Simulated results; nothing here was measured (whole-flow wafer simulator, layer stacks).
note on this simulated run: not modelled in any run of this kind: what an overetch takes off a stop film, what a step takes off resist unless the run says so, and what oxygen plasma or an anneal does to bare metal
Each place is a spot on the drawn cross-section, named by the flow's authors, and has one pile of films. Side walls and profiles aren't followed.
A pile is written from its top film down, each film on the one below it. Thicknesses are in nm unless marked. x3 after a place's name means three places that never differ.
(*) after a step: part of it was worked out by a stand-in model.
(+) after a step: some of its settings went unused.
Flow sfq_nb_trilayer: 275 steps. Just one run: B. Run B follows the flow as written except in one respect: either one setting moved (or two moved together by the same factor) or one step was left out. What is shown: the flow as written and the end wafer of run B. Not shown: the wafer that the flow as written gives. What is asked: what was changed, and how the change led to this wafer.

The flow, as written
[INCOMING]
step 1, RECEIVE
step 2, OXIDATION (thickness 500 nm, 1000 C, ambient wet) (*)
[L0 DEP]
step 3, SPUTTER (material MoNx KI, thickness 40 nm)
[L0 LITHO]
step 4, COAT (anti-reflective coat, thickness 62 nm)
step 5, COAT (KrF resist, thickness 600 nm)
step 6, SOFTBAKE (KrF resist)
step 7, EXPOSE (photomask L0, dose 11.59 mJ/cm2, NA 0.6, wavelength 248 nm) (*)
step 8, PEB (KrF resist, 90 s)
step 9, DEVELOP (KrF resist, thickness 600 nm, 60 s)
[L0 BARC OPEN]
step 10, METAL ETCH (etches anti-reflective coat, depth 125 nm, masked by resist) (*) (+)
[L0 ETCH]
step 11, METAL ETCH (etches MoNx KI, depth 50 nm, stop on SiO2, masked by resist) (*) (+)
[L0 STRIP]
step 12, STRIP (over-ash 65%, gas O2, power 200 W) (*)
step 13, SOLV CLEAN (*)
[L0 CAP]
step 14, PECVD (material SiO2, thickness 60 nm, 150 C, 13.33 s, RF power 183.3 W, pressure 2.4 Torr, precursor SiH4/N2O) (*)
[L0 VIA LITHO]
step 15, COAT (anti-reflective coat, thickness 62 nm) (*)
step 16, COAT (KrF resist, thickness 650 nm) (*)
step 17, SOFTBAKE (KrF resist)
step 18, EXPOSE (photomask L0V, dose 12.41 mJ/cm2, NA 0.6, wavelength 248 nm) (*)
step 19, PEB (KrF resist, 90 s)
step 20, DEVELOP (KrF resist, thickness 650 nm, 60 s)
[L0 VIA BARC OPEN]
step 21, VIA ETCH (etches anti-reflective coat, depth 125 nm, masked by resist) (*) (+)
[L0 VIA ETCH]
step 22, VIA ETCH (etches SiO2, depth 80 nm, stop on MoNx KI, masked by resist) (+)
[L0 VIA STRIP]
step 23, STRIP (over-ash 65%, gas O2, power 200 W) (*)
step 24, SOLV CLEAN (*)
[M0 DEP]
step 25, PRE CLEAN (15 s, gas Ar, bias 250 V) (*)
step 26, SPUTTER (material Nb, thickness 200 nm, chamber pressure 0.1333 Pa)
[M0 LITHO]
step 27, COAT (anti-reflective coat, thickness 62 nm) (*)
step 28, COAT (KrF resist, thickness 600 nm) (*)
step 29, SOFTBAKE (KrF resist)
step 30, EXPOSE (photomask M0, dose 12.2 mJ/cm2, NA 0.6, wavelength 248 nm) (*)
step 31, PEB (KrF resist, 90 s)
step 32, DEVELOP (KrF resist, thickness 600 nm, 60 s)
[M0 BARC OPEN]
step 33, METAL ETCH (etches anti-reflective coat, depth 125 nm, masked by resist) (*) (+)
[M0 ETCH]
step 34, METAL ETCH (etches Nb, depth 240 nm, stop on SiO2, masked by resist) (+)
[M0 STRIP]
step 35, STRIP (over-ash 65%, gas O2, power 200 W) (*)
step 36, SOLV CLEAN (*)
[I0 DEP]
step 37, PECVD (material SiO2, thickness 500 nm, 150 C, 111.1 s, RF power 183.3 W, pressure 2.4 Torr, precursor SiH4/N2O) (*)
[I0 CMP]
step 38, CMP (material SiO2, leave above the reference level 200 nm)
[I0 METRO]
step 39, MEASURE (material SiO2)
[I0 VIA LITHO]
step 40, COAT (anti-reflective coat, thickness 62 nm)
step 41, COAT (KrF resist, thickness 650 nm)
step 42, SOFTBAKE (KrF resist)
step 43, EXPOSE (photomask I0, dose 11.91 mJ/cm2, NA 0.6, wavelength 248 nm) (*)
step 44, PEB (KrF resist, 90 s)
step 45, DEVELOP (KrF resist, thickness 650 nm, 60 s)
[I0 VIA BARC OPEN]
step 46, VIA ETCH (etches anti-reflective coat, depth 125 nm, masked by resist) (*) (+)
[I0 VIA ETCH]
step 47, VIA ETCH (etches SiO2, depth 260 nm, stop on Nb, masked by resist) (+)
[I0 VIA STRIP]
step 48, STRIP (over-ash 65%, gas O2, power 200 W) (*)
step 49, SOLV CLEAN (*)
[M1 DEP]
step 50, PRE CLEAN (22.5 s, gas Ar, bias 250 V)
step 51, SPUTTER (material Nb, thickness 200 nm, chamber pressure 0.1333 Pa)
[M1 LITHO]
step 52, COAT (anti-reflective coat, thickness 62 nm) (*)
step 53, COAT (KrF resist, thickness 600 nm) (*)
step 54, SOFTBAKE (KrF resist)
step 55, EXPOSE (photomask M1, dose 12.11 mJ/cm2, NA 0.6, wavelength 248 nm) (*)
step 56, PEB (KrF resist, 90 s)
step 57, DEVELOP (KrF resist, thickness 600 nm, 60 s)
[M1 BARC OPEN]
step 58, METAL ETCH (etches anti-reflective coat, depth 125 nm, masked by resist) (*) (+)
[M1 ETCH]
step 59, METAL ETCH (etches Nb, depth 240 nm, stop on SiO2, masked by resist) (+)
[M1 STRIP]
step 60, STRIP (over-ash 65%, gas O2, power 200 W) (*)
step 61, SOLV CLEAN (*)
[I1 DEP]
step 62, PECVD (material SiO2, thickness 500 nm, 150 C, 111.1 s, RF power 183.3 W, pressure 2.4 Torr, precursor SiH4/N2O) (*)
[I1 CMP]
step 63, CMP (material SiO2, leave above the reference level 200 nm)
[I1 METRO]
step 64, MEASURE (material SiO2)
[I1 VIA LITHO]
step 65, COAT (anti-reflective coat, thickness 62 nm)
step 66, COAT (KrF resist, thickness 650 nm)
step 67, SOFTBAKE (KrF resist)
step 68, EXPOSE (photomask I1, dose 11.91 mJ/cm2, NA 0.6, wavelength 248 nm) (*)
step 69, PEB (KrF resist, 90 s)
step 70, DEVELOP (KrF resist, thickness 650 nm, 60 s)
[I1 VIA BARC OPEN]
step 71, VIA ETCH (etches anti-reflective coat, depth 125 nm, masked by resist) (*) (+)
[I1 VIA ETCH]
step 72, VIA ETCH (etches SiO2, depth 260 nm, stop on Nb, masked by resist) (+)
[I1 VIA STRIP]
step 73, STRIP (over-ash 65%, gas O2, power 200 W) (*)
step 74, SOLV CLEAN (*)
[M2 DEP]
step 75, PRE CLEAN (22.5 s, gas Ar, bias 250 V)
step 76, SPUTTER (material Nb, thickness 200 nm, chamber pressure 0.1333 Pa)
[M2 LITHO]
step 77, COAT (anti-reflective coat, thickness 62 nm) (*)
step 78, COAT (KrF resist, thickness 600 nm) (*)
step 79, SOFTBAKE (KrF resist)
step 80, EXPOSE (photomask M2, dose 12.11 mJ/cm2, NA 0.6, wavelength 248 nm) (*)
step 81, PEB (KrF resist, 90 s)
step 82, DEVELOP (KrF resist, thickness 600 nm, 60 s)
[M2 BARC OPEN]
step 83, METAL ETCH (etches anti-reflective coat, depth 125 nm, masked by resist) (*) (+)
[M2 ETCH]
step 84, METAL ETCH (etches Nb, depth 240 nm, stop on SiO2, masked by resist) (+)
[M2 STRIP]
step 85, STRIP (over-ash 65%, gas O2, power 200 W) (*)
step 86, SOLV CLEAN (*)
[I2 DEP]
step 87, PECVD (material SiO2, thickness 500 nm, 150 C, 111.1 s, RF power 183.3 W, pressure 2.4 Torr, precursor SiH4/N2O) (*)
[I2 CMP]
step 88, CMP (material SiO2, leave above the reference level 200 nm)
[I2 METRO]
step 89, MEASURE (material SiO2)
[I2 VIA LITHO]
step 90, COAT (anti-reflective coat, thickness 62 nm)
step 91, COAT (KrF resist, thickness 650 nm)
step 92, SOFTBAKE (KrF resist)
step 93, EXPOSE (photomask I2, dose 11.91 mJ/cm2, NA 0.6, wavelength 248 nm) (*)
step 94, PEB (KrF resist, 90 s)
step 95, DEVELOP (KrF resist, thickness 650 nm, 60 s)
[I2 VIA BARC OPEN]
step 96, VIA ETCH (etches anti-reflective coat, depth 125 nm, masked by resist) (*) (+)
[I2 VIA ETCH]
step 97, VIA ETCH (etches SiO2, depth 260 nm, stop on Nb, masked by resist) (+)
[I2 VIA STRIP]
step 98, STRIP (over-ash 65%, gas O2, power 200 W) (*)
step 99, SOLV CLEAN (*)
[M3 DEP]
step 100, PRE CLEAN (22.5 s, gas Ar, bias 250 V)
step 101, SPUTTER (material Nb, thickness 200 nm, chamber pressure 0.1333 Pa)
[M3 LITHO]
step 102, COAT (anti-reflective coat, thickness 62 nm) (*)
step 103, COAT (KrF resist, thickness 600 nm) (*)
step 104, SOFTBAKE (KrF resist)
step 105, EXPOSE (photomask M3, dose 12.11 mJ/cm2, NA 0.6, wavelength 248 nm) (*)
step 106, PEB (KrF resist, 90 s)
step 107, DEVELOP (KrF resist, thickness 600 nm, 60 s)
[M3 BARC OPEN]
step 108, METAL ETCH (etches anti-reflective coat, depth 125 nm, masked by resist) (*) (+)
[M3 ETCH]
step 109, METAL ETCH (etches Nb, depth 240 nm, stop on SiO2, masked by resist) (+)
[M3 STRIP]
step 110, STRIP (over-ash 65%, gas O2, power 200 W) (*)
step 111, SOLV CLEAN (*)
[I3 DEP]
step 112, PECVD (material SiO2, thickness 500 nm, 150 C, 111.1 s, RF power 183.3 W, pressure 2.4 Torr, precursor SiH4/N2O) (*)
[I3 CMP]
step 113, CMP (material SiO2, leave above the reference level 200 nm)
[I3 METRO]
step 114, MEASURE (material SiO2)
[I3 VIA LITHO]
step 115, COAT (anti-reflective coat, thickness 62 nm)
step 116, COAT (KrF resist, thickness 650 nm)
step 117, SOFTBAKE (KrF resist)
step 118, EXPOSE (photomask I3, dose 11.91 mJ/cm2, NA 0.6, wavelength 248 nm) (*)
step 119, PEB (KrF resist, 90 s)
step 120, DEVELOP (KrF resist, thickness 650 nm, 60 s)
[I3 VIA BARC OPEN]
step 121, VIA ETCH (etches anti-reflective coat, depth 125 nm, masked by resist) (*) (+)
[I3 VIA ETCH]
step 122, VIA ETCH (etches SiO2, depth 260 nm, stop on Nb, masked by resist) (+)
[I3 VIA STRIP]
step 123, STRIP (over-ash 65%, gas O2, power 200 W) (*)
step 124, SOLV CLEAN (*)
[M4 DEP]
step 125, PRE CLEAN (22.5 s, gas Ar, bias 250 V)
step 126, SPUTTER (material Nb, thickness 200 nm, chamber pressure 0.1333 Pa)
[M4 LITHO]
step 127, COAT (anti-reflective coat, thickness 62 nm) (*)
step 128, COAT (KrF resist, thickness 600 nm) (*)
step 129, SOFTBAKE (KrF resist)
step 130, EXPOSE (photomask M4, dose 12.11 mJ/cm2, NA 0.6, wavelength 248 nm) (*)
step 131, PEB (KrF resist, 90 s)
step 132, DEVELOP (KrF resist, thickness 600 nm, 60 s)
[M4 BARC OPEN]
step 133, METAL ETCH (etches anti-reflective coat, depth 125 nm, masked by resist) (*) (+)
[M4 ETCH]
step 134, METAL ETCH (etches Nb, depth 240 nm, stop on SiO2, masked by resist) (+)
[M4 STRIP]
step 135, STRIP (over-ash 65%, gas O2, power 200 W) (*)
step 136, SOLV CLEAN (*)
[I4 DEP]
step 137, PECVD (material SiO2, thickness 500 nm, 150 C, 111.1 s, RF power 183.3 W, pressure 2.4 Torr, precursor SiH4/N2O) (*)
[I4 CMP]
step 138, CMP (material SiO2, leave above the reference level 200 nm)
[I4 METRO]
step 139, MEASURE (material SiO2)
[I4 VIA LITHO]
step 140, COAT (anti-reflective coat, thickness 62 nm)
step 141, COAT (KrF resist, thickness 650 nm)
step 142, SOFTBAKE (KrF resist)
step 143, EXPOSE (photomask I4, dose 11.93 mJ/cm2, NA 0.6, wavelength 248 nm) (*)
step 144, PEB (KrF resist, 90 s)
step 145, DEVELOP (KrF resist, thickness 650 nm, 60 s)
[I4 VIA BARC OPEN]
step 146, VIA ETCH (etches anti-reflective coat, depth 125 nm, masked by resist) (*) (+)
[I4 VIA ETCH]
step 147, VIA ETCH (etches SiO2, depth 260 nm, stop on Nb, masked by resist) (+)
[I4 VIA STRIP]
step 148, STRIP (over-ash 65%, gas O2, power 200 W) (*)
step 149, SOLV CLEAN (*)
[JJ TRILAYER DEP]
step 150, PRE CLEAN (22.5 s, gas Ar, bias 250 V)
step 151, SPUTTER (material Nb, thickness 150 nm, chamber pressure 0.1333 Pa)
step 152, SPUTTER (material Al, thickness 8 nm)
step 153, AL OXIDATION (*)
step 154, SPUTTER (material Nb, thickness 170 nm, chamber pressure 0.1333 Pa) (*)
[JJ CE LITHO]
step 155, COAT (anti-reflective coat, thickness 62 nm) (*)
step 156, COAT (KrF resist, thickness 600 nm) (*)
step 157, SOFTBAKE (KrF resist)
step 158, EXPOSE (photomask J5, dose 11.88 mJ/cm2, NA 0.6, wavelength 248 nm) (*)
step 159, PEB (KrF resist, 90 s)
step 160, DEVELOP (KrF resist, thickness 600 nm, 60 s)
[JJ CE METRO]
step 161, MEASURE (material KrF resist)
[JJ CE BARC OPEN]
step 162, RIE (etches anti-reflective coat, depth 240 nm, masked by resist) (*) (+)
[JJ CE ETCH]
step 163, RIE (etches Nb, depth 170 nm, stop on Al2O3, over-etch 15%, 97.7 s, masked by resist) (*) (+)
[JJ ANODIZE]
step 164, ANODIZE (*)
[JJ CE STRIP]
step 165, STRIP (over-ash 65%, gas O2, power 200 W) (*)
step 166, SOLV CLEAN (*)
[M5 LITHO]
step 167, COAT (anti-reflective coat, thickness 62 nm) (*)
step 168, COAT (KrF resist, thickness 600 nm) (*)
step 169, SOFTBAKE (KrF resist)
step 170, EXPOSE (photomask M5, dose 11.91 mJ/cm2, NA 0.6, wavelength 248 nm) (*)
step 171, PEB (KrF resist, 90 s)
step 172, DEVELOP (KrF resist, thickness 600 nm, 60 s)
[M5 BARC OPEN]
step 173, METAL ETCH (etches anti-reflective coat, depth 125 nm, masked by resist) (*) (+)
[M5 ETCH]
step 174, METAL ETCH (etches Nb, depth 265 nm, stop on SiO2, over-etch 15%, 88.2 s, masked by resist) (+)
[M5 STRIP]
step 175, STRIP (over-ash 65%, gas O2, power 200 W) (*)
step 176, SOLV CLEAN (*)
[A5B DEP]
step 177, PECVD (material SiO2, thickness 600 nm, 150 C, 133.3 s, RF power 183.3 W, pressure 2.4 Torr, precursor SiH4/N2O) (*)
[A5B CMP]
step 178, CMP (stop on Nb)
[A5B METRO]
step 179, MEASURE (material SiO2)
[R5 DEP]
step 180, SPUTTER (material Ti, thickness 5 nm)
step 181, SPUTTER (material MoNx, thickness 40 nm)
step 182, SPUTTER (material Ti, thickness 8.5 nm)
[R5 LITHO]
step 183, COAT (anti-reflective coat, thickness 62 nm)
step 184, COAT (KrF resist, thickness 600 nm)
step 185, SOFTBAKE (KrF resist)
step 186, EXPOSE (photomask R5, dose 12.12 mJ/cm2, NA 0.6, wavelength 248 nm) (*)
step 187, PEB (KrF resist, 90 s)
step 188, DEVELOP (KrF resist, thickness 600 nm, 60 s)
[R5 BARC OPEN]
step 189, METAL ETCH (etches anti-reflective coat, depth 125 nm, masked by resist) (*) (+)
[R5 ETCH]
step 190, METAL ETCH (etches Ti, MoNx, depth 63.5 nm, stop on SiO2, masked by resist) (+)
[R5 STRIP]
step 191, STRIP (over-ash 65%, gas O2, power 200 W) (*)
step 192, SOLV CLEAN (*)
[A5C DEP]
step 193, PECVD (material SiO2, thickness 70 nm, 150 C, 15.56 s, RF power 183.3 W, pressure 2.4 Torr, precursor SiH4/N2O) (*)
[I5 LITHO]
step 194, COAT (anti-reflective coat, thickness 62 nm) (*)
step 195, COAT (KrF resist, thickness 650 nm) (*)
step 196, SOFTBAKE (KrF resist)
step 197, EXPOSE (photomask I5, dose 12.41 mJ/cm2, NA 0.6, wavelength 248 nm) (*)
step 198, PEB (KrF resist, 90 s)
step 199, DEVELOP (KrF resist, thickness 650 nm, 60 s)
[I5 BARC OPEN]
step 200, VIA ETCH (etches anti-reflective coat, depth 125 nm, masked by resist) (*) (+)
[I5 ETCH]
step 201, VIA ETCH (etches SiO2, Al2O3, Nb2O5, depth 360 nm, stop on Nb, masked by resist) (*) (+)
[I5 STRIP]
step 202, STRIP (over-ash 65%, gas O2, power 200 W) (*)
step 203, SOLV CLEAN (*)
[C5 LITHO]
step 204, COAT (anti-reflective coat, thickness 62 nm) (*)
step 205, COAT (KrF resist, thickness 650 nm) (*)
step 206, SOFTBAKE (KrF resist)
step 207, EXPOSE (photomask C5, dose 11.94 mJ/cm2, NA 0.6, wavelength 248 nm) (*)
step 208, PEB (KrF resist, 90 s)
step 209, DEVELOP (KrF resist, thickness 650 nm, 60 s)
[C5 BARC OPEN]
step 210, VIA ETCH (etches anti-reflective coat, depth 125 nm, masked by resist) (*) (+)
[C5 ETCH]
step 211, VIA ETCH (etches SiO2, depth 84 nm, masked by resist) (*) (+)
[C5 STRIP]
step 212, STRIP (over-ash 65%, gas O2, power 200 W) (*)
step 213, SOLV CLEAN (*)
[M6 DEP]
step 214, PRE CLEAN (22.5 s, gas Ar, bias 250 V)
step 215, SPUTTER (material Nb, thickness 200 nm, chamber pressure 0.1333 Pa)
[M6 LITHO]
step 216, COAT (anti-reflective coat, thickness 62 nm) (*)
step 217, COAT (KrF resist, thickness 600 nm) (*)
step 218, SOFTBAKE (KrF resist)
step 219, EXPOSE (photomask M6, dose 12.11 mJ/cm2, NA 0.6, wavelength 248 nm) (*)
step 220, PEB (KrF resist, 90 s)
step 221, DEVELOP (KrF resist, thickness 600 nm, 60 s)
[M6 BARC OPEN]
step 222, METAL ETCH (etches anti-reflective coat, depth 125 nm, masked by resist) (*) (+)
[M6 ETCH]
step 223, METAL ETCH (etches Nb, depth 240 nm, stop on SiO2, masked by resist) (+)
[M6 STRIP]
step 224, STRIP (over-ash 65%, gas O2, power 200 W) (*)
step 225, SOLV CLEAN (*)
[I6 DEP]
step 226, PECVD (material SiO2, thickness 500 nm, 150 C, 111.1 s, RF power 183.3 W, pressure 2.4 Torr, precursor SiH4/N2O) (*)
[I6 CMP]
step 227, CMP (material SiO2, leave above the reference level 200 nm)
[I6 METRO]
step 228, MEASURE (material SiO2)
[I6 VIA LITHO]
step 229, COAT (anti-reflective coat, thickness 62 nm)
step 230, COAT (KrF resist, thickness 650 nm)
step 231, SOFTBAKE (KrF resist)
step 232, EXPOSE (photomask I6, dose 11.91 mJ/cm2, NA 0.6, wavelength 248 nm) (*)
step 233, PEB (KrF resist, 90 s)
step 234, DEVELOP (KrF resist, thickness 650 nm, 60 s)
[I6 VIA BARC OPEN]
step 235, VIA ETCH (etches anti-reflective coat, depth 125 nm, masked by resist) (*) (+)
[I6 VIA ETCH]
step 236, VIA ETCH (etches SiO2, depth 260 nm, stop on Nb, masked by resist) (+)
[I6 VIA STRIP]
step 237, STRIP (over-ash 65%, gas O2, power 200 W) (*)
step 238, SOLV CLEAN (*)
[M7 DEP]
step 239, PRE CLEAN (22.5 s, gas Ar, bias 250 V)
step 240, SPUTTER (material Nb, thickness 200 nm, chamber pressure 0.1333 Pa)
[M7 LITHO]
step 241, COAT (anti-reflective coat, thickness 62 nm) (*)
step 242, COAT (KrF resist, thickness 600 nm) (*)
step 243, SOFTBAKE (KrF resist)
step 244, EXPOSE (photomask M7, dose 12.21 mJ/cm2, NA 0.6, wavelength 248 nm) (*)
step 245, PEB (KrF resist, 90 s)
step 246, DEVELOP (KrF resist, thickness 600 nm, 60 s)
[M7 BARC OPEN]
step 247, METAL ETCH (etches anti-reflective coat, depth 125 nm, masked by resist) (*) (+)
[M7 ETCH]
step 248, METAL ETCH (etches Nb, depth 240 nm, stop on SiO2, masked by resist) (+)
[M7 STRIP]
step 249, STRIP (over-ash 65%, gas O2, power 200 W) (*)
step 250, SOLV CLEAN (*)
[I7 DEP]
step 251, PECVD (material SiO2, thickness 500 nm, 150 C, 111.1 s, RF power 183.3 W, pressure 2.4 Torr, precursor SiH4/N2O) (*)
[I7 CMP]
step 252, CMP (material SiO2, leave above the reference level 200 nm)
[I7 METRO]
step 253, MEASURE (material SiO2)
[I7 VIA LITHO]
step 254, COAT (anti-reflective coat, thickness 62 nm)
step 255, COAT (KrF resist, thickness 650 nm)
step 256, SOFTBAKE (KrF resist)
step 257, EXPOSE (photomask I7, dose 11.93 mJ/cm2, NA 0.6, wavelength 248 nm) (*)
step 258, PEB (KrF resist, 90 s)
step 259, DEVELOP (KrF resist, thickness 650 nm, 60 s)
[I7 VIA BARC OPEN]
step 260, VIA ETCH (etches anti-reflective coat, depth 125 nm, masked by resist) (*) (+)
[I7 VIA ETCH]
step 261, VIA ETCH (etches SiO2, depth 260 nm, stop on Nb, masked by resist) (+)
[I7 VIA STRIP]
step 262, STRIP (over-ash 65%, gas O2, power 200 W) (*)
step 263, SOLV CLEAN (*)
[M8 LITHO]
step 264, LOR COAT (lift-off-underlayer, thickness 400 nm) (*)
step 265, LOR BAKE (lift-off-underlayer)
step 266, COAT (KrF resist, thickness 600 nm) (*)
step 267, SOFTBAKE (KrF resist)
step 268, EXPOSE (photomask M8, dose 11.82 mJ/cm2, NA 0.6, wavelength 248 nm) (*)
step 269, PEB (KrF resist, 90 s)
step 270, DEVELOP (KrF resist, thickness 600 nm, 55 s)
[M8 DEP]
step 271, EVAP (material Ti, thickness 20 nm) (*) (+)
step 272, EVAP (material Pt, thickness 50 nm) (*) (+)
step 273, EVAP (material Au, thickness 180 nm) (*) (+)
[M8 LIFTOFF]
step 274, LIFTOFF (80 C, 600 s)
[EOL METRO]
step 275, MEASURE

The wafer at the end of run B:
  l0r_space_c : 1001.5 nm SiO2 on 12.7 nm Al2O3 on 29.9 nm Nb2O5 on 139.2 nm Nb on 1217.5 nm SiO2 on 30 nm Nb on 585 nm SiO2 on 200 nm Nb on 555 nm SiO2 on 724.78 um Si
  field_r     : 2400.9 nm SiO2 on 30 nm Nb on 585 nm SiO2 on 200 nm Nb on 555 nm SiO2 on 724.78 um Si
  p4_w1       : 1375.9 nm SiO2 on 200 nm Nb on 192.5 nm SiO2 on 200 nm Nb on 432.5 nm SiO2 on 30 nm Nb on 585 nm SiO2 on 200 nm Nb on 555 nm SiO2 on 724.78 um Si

The reason: step 76, SPUTTER: thickness 270 nm was run, though the flow has thickness 200 nm.

The path from the change to this, step by step:
  step 76, SPUTTER (material Nb, thickness 200 nm, chamber pressure 0.1333 Pa)
      field_l, v_sur, via_wl and 102 more: Nb gains 270 (new film) (as written it would have been: Nb gains 200 (new film))
      via_v: Nb gains 236.5 (as written it would have been: Nb gains 174.5)
  step 84, METAL ETCH (etches Nb, depth 240 nm, stop on SiO2, masked by resist) (+)
      field_l, be, be_sur and 81 more: Nb loses 240 (as written it would have been: Nb loses 200 (all of it))
  step 87, PECVD (material SiO2, thickness 500 nm, 150 C, 111.1 s, RF power 183.3 W, pressure 2.4 Torr, precursor SiH4/N2O) (*)
      field_l, be, be_sur and 81 more: SiO2 gains 500 (new film) (as written it would have been: SiO2 gains 500)
      via_v: SiO2 gains 589.5 (new film) (as written it would have been: SiO2 gains 606 (new film))
  step 88, CMP (material SiO2, leave above the reference level 200 nm)
      field_l, be, be_sur and 81 more: SiO2 loses 60 (as written it would have been: SiO2 loses 100)
      via_v: SiO2 loses 157.1 (as written it would have been: SiO2 loses 181.6)
If metal films that touch count as one body, l0r_space_c has 3 bodies (between them, from the top down: SiO2 1217.5; SiO2 585); the flow as written gives 2 bodies (between them, from the top down: SiO2 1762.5).
If metal films that touch count as one body, field_r has 2 bodies (between them, from the top down: SiO2 585); the flow as written gives 1 body.
If metal films that touch count as one body, p4_w1 has 4 bodies (between them, from the top down: SiO2 192.5; SiO2 432.5; SiO2 585); the flow as written gives 3 bodies (between them, from the top down: SiO2 192.5; SiO2 977.5).
